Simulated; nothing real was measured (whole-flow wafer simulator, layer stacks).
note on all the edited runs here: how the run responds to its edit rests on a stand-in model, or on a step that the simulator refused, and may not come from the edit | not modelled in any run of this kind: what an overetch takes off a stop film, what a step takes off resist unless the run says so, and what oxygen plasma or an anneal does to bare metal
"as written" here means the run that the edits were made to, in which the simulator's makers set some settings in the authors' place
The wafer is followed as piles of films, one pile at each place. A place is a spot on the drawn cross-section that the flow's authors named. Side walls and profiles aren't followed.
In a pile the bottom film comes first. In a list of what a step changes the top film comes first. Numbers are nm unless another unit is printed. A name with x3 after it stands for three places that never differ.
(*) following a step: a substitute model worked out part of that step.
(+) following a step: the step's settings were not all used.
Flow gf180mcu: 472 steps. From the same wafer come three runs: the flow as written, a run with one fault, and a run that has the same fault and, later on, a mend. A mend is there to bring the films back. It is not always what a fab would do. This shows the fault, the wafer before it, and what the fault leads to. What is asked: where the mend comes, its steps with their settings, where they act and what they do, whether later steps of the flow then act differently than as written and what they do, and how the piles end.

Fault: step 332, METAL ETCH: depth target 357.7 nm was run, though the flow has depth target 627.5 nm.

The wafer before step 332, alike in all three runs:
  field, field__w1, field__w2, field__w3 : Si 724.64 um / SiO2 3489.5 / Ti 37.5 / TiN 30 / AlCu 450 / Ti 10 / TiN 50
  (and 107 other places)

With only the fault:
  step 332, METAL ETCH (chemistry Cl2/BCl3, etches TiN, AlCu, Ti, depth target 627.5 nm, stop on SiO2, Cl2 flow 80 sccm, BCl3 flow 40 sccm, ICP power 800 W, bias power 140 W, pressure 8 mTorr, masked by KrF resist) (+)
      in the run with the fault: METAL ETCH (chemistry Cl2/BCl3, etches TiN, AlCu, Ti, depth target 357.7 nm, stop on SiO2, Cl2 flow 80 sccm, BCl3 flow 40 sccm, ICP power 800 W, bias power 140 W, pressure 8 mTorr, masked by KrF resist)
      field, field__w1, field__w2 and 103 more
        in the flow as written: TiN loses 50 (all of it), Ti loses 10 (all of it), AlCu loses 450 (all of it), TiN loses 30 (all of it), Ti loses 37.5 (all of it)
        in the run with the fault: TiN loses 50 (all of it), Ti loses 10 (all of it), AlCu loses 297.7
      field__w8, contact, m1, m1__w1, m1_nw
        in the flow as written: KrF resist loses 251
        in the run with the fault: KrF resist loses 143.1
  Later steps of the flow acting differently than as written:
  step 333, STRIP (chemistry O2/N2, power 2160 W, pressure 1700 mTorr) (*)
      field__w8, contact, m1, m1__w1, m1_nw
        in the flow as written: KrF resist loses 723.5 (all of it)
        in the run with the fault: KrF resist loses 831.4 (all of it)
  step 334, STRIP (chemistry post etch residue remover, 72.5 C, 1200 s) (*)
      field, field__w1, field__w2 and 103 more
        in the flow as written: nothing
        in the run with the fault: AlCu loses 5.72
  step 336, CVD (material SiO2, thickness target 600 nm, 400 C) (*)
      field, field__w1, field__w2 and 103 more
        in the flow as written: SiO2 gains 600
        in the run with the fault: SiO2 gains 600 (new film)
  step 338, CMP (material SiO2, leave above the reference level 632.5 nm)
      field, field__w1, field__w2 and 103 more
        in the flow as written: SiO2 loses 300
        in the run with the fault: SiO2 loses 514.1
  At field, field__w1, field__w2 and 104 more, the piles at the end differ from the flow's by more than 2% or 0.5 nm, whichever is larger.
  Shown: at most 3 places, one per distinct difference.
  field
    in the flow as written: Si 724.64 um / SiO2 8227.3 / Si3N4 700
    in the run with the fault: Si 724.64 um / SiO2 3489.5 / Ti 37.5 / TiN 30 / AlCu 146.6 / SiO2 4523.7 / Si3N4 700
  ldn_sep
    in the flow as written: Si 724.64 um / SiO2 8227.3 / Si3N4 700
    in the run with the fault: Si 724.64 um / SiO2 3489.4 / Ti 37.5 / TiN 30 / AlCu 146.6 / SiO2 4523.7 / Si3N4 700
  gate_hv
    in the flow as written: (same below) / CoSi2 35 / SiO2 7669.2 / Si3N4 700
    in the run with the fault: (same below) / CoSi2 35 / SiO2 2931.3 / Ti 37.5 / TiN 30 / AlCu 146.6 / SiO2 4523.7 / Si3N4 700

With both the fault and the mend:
  The mend stands after step 334.
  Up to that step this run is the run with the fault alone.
  step 334a, DEHYDRATE (200 C, 60 s) (the flow's step 325, run once more)
      alters no film at any place that is followed
  step 334b, HMDS (120 C, 60 s) (the flow's step 326, run once more)
      alters no film at any place that is followed
  step 334c, COAT (KrF resist, thickness 1000 nm) (*) (the flow's step 327, run once more)
      iso_ptap_pw, iso_ntap_nw, iso_nw_fld and 33 more
        KrF resist gains 1000 (new film)
      field__w5, field__w9, field_sub and 12 more
        KrF resist gains 1002.4 (new film)
      field_sub__w2, field_sub__w4, gate and 11 more
        KrF resist gains 1002.3 (new film)
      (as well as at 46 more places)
  step 334d, SOFTBAKE (KrF resist) (the flow's step 328, run once more)
      alters no film at any place that is followed
  step 334e, EXPOSE (photomask Metal3) (the flow's step 329, run once more)
      alters no film at any place that is followed
  step 334f, PEB (KrF resist, 135 C, 90 s) (the flow's step 330, run once more)
      field__w1, field__w2, field__w3 and 58 more
        KrF resist loses 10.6
      iso_ptap_pw, iso_ntap_nw, iso_nw_fld and 33 more
        KrF resist loses 10.5
      sd_p, gate_p, nw_sep_fld, polyc_n
        KrF resist loses 10.7
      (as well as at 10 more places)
  step 334g, DEVELOP (thickness 1000 nm, 60 s) (the flow's step 331, run once more)
      iso_ptap_pw, iso_ntap_nw, iso_nw_fld and 33 more
        KrF resist loses 989.5 (all of it)
      field_sub__w2, field_sub__w4, active and 12 more
        KrF resist loses 991.7 (all of it)
      field__w5, field__w9, field_sub__w1 and 6 more
        KrF resist loses 991.8 (all of it)
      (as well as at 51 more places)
  step 334h, METAL ETCH (chemistry Cl2/BCl3, etches TiN, AlCu, Ti, depth target 269.8 nm, stop on SiO2, Cl2 flow 80 sccm, BCl3 flow 40 sccm, ICP power 800 W, bias power 140 W, pressure 8 mTorr, masked by KrF resist) (+) (the flow's step 332, run once more with other settings)
      field, field__w1, field__w2 and 103 more
        AlCu loses 146.6 (all of it), TiN loses 30 (all of it), Ti loses 37.5 (all of it)
      field__w8, contact, m1, m1__w1, m1_nw
        KrF resist loses 107.9
  step 334i, STRIP (chemistry O2/N2, power 2160 W, pressure 1700 mTorr) (*) (the flow's step 333, run once more)
      field__w8
        KrF resist loses 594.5 (all of it)
      contact
        KrF resist loses 592.6 (all of it)
      m1
        KrF resist loses 594.6 (all of it)
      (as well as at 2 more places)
  step 334j, STRIP (chemistry post etch residue remover, 72.5 C, 1200 s) (*) (the flow's step 334, run once more)
      field__w8, contact, m1, m1__w1, m1_nw
        TiN loses 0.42
  Later steps of the flow that are run all act as written at every place that is followed, up to a difference of at most 2% or 0.5 nm, whichever is larger.
  The piles end only slightly different from the flow's at the places that both follow, by no more than 2% or 0.5 nm, whichever is larger.
